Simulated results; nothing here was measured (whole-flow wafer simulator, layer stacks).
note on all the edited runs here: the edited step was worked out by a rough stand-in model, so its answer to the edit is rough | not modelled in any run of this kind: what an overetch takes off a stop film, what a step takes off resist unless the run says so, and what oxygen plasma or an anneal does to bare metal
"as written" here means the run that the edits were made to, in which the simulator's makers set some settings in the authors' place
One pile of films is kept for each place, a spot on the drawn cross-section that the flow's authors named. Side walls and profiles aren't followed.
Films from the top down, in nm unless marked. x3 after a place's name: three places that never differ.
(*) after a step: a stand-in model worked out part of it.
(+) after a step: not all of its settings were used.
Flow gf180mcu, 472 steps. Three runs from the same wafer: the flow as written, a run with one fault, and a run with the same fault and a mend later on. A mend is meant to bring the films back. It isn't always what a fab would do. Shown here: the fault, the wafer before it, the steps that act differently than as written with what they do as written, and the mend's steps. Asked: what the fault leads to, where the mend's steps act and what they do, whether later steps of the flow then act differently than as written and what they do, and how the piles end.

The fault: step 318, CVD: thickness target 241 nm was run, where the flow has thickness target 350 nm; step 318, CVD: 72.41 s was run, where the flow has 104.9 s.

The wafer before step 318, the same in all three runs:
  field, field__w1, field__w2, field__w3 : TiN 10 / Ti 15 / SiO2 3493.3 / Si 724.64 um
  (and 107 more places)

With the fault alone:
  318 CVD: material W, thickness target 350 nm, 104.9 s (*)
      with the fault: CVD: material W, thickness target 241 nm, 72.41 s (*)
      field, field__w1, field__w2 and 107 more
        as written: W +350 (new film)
        with the fault: W +242.4 (new film)
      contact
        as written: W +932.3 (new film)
        with the fault: W +824.7 (new film)
  Later steps of the flow that act differently than as written:
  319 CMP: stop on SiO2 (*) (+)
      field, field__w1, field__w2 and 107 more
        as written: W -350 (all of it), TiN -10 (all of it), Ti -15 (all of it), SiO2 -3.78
        with the fault: W -242.4 (all of it), TiN -10 (all of it), Ti -15 (all of it), SiO2 -2.7
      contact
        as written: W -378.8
        with the fault: W -270.1
  At the end the piles differ from the flow's only slightly at the places that both follow, by at most 2% or 0.5 nm, whichever is larger.

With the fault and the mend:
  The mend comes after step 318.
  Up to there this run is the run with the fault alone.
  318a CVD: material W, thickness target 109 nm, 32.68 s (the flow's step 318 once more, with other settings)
      field, field__w1, field__w2 and 108 more
        W +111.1
  No later step of the flow acts differently than as written, at any place that is followed, by more than 2% or 0.5 nm, whichever is larger.
  At the end the piles differ from the flow's only slightly at the places that both follow, by at most 2% or 0.5 nm, whichever is larger.
